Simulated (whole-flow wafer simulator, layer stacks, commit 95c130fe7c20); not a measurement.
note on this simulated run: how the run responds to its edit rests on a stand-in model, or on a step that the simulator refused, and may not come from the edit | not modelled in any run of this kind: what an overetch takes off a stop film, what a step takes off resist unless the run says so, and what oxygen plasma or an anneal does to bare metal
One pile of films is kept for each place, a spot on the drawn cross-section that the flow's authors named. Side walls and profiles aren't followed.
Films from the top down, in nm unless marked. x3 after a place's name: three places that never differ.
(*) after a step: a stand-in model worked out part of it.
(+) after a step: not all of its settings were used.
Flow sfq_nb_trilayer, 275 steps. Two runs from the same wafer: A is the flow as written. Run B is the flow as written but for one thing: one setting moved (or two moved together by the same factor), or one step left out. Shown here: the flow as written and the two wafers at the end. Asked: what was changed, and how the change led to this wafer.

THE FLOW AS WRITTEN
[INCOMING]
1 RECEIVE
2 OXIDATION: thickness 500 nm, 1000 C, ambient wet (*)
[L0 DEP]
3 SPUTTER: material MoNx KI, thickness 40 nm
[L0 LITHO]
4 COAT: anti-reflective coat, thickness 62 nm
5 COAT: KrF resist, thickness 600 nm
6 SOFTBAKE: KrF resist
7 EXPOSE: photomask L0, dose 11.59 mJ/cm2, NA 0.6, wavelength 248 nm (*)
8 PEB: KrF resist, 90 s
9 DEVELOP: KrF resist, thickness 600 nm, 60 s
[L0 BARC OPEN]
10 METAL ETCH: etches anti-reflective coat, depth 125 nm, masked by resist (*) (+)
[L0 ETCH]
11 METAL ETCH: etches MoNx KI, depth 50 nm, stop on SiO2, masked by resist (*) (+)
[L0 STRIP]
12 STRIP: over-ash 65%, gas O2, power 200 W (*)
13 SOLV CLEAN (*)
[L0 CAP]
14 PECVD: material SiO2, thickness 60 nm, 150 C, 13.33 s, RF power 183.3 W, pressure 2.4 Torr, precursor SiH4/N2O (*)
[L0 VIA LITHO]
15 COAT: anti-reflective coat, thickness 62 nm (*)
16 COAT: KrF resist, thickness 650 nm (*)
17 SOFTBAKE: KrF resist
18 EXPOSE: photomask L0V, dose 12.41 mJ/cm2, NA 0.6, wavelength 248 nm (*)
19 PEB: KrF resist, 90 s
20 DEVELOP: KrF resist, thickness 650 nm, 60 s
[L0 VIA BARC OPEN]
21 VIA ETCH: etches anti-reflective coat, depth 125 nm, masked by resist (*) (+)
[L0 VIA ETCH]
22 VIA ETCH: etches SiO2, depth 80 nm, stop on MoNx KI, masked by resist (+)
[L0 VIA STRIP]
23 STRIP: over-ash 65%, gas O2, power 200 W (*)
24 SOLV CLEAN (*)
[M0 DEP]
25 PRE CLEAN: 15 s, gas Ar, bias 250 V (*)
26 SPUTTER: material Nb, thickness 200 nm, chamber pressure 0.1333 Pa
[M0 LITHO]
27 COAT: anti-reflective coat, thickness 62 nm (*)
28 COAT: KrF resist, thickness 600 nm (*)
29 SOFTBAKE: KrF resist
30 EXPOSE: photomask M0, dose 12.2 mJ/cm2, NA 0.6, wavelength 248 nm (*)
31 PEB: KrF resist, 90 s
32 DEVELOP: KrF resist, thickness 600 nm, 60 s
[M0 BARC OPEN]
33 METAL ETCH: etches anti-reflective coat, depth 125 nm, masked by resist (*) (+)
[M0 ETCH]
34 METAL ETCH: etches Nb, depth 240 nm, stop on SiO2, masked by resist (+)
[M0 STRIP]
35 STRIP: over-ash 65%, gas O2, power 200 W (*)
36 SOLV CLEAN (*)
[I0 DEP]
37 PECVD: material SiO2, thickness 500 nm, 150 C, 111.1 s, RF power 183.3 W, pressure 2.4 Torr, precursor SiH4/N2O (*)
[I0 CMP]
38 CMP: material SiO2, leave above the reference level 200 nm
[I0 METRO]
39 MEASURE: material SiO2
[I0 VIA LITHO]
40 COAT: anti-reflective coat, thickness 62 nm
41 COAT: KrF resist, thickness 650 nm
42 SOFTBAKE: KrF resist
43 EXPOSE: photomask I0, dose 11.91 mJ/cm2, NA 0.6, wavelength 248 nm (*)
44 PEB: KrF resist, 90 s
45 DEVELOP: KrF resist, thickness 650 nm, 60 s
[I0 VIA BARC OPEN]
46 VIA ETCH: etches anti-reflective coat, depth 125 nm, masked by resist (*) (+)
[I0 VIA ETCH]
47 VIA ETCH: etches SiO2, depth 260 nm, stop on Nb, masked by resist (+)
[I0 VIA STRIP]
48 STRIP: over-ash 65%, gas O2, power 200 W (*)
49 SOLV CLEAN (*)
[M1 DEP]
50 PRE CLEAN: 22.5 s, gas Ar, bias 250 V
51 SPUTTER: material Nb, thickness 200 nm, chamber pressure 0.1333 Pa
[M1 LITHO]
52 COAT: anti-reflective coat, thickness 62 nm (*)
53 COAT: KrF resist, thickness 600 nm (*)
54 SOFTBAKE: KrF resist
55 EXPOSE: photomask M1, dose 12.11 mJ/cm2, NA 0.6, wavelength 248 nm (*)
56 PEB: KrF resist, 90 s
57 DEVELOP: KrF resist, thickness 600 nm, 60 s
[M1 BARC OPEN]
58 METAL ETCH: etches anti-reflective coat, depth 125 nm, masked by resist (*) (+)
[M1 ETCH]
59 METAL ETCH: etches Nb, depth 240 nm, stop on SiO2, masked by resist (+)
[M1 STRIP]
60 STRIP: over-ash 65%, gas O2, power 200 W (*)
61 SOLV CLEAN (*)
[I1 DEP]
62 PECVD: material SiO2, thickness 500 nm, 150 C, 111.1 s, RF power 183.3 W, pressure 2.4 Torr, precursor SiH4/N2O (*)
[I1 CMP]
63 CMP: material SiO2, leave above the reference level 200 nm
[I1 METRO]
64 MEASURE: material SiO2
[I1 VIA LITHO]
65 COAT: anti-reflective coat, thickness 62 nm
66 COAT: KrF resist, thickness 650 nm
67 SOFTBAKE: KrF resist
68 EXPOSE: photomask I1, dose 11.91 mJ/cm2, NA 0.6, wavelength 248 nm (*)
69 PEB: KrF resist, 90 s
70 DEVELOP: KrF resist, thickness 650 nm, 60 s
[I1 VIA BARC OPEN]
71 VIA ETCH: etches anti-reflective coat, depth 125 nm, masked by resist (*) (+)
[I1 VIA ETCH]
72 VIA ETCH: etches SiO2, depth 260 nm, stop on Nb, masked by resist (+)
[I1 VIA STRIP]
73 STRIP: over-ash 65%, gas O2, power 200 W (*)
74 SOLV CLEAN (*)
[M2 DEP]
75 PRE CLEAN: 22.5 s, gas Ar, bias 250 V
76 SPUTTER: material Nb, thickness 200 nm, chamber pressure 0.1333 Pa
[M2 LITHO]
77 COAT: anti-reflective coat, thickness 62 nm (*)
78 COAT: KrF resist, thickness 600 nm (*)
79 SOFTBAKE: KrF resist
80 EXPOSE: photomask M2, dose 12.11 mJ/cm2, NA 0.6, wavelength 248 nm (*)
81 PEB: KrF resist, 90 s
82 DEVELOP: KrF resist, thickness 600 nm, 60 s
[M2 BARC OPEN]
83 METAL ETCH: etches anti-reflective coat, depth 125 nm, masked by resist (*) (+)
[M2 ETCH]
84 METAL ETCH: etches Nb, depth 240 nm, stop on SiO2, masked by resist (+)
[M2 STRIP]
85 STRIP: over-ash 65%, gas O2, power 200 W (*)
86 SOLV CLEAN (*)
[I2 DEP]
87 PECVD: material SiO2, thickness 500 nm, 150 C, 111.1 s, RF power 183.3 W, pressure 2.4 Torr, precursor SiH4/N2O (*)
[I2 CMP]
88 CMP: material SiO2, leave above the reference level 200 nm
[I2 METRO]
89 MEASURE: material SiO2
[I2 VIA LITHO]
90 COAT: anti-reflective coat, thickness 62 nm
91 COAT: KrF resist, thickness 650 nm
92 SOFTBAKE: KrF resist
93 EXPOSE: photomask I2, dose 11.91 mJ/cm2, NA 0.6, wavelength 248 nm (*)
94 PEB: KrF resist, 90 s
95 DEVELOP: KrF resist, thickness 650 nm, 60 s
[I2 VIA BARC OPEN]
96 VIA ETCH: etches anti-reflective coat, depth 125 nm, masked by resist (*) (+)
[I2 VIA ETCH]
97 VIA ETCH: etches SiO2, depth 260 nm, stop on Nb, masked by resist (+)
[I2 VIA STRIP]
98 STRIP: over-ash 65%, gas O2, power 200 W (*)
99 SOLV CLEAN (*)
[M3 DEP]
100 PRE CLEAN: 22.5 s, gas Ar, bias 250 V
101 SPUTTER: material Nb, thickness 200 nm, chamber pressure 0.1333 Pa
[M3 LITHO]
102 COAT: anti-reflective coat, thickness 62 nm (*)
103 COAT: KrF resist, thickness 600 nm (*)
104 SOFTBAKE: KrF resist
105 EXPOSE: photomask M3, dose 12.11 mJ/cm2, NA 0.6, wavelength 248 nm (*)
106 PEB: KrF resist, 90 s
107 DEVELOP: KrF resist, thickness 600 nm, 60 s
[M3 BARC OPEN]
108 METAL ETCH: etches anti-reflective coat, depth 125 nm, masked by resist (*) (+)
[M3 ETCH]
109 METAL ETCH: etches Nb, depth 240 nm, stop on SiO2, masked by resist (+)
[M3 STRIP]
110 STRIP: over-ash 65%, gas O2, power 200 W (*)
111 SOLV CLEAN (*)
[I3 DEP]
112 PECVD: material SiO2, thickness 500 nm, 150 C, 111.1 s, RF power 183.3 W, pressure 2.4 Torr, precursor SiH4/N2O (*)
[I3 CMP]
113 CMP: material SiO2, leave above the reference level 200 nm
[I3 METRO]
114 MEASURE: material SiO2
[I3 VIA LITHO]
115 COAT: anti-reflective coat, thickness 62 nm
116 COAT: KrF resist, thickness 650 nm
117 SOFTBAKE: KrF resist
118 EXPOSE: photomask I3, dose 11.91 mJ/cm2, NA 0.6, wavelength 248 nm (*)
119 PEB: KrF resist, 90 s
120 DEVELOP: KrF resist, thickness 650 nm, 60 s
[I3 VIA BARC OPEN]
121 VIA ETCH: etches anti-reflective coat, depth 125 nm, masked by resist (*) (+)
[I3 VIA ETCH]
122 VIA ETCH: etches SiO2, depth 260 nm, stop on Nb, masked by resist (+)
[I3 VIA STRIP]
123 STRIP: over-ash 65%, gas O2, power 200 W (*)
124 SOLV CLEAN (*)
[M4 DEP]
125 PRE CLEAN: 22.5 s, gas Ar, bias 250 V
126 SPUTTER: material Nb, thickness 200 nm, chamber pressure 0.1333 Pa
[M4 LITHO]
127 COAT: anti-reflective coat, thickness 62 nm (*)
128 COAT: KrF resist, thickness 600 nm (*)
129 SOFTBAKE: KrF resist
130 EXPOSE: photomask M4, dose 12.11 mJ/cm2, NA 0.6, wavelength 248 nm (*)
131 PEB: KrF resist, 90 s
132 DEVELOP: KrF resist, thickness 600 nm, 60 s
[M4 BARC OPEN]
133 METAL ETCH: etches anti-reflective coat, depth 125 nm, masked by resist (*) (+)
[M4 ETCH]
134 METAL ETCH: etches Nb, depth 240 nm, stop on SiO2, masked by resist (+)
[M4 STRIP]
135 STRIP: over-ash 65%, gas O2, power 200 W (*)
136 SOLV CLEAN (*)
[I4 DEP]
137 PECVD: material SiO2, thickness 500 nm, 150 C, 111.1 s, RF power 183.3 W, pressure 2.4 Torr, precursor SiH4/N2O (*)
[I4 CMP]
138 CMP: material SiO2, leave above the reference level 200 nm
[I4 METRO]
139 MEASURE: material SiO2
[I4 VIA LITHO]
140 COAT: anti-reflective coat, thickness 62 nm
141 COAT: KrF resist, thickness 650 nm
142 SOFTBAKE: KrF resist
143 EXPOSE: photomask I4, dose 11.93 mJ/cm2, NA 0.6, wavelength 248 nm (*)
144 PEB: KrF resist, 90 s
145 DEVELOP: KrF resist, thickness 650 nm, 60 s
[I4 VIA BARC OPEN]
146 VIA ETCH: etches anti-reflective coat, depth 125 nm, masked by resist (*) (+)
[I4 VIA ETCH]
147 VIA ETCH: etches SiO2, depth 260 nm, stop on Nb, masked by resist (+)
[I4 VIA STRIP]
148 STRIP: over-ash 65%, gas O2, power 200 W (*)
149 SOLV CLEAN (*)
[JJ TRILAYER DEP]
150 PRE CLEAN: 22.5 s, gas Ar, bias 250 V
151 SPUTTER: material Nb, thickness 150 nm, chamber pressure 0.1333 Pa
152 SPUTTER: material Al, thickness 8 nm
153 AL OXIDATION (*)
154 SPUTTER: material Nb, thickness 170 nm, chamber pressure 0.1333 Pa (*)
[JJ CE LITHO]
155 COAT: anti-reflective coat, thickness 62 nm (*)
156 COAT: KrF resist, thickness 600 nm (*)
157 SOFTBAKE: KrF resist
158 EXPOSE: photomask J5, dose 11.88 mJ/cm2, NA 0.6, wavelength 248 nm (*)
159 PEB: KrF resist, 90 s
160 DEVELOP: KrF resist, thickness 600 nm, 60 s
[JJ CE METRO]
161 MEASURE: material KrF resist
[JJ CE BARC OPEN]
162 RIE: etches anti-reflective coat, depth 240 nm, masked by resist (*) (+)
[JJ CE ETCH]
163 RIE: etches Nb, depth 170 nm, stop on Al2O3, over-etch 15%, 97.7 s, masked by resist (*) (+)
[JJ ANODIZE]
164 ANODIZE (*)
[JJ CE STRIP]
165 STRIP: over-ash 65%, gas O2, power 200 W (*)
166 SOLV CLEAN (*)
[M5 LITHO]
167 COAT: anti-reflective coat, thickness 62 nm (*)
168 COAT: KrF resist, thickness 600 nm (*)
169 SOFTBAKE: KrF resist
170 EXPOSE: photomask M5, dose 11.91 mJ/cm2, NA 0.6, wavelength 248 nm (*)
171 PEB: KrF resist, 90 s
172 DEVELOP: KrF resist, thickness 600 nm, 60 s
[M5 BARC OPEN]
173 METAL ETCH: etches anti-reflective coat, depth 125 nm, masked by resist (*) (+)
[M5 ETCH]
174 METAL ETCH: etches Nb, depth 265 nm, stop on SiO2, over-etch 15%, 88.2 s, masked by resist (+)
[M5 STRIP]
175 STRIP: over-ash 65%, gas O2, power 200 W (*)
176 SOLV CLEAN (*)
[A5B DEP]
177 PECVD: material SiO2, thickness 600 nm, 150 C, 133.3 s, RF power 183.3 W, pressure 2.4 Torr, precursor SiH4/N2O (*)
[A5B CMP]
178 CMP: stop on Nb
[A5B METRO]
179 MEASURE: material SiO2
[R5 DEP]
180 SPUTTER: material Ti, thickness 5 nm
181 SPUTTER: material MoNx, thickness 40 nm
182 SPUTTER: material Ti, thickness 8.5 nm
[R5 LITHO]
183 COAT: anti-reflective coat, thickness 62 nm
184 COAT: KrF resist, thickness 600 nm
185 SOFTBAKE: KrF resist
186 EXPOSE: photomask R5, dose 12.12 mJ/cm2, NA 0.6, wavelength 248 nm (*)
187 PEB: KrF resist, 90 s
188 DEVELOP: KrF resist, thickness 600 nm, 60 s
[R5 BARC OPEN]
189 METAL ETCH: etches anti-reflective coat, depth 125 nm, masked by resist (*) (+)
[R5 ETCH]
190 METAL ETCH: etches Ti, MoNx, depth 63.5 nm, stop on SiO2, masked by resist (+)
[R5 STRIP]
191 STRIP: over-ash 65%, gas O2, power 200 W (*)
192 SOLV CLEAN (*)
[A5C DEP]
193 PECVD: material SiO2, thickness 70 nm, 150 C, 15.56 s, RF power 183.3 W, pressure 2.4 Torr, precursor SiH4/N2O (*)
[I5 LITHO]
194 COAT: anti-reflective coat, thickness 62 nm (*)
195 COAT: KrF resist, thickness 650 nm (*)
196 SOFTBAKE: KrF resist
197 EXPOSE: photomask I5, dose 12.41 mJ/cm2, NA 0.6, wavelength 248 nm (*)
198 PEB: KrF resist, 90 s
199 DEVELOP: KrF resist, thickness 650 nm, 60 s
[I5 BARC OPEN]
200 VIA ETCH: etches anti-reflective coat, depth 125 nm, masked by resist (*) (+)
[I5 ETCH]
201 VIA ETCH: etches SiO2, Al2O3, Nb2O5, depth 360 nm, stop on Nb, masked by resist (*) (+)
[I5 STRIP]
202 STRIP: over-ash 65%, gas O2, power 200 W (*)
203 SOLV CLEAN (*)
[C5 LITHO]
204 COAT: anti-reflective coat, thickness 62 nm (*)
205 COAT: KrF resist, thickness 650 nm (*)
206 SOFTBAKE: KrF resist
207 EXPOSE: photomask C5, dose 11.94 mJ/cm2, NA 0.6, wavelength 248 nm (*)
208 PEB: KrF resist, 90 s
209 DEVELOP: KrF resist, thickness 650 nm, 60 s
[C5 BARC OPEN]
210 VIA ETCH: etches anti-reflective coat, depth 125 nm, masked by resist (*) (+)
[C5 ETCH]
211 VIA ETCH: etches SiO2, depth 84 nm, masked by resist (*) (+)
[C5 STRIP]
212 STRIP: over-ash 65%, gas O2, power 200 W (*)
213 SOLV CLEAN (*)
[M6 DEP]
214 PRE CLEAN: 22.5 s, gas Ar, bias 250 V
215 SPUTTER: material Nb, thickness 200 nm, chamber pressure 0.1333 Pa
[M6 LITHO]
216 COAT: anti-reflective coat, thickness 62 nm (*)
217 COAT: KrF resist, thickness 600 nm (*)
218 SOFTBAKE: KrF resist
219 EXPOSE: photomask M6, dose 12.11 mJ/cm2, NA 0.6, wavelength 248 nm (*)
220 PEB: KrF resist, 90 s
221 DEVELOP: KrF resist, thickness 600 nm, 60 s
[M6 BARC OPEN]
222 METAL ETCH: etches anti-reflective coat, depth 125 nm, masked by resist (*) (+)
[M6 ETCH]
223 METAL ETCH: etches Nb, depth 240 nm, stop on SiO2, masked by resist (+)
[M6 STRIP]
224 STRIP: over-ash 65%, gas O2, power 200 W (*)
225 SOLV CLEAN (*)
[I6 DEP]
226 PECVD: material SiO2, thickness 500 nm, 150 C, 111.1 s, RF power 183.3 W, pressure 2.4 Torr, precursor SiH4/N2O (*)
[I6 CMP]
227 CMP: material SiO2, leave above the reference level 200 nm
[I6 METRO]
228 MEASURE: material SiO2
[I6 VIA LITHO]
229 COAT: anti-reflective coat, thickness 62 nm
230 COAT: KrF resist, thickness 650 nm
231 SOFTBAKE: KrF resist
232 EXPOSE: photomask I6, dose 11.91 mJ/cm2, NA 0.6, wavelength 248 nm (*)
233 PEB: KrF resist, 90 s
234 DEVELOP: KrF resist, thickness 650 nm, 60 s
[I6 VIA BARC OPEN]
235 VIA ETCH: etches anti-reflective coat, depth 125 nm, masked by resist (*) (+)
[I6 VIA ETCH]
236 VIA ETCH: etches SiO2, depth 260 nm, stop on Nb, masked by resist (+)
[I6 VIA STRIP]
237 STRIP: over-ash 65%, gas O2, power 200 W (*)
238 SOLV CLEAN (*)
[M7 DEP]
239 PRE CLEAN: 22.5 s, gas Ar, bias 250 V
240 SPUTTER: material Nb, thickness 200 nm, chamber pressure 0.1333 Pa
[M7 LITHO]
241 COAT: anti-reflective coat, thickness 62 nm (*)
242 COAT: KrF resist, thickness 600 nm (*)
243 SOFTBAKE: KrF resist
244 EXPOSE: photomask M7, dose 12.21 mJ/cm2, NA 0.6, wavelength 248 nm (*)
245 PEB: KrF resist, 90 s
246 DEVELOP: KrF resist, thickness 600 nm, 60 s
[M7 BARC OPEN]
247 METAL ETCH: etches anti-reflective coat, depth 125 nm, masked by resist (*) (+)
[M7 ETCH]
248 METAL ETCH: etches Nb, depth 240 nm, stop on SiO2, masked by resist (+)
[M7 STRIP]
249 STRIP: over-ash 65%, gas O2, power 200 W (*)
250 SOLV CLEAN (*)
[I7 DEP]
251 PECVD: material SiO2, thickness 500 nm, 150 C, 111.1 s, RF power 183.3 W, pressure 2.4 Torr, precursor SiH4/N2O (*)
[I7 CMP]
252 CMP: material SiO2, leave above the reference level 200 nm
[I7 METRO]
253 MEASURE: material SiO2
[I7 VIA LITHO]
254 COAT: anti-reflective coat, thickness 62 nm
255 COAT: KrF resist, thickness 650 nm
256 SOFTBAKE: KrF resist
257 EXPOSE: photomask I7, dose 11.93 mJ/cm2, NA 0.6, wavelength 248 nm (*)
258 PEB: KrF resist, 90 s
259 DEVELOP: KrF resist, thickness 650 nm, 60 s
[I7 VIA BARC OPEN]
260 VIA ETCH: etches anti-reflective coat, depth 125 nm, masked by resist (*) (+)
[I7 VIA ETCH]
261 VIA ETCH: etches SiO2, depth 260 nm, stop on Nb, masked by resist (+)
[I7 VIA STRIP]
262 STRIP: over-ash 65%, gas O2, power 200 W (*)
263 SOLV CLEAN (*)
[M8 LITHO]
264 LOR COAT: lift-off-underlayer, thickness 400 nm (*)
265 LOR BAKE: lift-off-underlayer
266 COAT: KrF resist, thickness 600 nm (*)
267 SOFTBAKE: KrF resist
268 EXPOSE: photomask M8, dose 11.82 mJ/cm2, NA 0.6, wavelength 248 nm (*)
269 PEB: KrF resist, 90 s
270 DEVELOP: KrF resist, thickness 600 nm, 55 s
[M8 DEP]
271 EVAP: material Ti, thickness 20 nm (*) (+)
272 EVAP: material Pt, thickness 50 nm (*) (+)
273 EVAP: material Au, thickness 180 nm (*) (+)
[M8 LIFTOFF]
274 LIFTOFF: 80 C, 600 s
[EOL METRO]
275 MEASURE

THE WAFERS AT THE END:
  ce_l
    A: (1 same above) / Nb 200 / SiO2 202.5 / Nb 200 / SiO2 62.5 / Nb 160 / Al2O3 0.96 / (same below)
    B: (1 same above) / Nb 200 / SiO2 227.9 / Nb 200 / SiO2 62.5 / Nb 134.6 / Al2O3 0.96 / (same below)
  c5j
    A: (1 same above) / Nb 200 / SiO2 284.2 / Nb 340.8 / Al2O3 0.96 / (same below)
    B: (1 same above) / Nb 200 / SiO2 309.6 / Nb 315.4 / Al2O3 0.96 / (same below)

The cause: step 190, METAL ETCH: depth 88.9 nm was run, where the flow has depth 63.5 nm.

How the change led to this, step by step:
  190 METAL ETCH: etches Ti, MoNx, depth 63.5 nm, stop on SiO2, masked by resist (+)
      be_r, r_sur, res, r_end, r5r_line_l, r5r_line_c, r5r_line_r: A KrF resist -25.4 | B KrF resist -35.6
      ce_l, c5j, ce_r, wl_jj: A Ti -8.5 (all of it), MoNx -40 (all of it), Ti -5 (all of it), Nb -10 | B Ti -8.5 (all of it), MoNx -40 (all of it), Ti -5 (all of it), Nb -35.4
  191 STRIP: over-ash 65%, gas O2, power 200 W (*)
      be_r, r_sur, res, r_end, r5r_line_l, r5r_line_c, r5r_line_r: A KrF resist -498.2 (all of it), anti-reflective coat -62 (all of it) | B KrF resist -488 (all of it), anti-reflective coat -62 (all of it)
  194 COAT: anti-reflective coat, thickness 62 nm (*)
      wl_j_sl, wl_j_sr: A anti-reflective coat +60.2 (new film) | B anti-reflective coat +56.2 (new film)
      jj_sur: A anti-reflective coat +60.8 (new film) | B anti-reflective coat +56.7 (new film)
      (and at 5 more places)
  202 STRIP: over-ash 65%, gas O2, power 200 W (*)
      wl_j_sl, wl_j_sr: A KrF resist -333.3 (all of it), anti-reflective coat -60.2 (all of it) | B KrF resist -333.2 (all of it), anti-reflective coat -56.2 (all of it)
      jj_sur: A KrF resist -337.2 (all of it), anti-reflective coat -60.8 (all of it) | B KrF resist -337.5 (all of it), anti-reflective coat -56.7 (all of it)
      (and at 5 more places)
  204 COAT: anti-reflective coat, thickness 62 nm (*)
      wl_j_sl, wl_j_sr: A anti-reflective coat +60.2 (new film) | B anti-reflective coat +56.2 (new film)
      jj_sur: A anti-reflective coat +59.5 (new film) | B anti-reflective coat +55.5 (new film)
      (and at 5 more places)
  210 VIA ETCH: etches anti-reflective coat, depth 125 nm, masked by resist (*) (+)
      c5j: A anti-reflective coat -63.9 (all of it), SiO2 -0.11 | B anti-reflective coat -71 (all of it), SiO2 -0.07
  212 STRIP: over-ash 65%, gas O2, power 200 W (*)
      wl_j_sl, wl_j_sr: A KrF resist -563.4 (all of it), anti-reflective coat -60.2 (all of it) | B KrF resist -563.4 (all of it), anti-reflective coat -56.2 (all of it)
      jj_sur: A KrF resist -562 (all of it), anti-reflective coat -59.5 (all of it) | B KrF resist -562.3 (all of it), anti-reflective coat -55.5 (all of it)
      (and at 4 more places)
  216 COAT: anti-reflective coat, thickness 62 nm (*)
      wl_j_sl, wl_j_sr: A anti-reflective coat +60.2 (new film) | B anti-reflective coat +56.3 (new film)
      jj_sur: A anti-reflective coat +56.1 (new film) | B anti-reflective coat +52 (new film)
      (and at 5 more places)
  224 STRIP: over-ash 65%, gas O2, power 200 W (*)
      wl_j_sl, wl_j_sr: A KrF resist -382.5 (all of it), anti-reflective coat -60.2 (all of it) | B KrF resist -382.3 (all of it), anti-reflective coat -56.3 (all of it)
      jj_sur: A KrF resist -378.5 (all of it), anti-reflective coat -56.1 (all of it) | B KrF resist -378.4 (all of it), anti-reflective coat -52 (all of it)
      (and at 5 more places)
  227 CMP: material SiO2, leave above the reference level 200 nm
      ce_l, ce_r, wl_jj: A SiO2 -290 | B SiO2 -264.6
      c5j: A SiO2 -223 | B SiO2 -197.6
